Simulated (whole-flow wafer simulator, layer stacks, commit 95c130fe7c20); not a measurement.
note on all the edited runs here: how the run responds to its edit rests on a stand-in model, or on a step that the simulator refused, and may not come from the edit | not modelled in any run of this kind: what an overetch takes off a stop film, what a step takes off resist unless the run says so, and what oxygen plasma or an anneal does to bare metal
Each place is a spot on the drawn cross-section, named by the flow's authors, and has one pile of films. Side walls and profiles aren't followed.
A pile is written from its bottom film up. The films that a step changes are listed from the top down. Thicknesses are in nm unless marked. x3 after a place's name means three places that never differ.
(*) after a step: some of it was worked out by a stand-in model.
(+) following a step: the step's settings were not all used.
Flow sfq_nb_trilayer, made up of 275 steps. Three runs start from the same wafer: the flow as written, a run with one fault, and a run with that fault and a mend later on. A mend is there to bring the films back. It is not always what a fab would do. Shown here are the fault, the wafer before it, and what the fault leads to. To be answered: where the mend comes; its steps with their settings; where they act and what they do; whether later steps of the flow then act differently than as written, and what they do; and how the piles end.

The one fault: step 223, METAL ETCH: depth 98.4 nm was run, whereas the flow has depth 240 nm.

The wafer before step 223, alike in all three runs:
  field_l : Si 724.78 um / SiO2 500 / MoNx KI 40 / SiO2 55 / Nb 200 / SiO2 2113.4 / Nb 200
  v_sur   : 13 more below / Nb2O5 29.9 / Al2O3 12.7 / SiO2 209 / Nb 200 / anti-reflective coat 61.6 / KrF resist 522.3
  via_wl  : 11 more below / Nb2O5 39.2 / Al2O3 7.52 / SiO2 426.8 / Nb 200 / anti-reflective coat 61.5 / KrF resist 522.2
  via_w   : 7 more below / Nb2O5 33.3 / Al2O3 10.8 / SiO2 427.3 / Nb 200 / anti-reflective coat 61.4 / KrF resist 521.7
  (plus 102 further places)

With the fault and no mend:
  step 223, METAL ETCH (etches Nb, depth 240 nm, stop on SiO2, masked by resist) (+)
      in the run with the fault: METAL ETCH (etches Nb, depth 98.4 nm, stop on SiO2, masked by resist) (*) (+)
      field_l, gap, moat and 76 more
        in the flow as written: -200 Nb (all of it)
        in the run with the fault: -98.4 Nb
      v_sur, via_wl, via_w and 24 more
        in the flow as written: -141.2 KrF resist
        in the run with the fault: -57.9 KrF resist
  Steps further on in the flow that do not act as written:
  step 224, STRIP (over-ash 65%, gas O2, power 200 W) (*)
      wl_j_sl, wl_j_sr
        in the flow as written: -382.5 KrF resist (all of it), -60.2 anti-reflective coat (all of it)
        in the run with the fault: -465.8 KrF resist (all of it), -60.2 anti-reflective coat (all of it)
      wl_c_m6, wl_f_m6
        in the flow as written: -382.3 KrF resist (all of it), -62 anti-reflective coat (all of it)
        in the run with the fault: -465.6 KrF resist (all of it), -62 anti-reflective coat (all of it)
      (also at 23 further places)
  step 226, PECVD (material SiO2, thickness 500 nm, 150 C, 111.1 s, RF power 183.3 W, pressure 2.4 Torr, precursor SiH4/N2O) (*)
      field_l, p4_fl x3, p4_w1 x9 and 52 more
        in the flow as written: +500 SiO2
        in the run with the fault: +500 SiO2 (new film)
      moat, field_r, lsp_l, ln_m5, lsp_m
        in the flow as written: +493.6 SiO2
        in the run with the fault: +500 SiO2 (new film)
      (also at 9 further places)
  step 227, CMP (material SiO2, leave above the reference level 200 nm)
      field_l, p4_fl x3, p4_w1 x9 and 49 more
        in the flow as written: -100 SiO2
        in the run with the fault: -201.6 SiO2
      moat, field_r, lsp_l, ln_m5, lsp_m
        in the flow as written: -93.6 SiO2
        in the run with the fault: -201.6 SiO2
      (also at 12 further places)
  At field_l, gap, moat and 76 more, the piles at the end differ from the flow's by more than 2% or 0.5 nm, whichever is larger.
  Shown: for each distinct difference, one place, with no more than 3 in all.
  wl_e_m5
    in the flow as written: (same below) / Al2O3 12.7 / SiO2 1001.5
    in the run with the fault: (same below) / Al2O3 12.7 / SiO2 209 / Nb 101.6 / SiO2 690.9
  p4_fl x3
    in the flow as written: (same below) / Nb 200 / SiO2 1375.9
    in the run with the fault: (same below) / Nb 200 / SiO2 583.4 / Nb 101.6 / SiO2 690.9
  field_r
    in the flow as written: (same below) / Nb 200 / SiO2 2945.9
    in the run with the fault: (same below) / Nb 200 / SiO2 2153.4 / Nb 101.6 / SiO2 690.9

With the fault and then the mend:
  The mend follows step 223.
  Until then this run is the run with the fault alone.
  step 223a, METAL ETCH (etches Nb, depth 141.6 nm, stop on SiO2, masked by resist) (+) (the flow's step 223, run once more with other settings)
      field_l, gap, moat and 76 more
        -101.6 Nb (all of it)
      v_sur, via_wl, via_w and 24 more
        -83.3 KrF resist
  Later steps of the flow that are run all act as written at every place that is followed.
  By the end, the piles equal the flow's at every place that both follow.
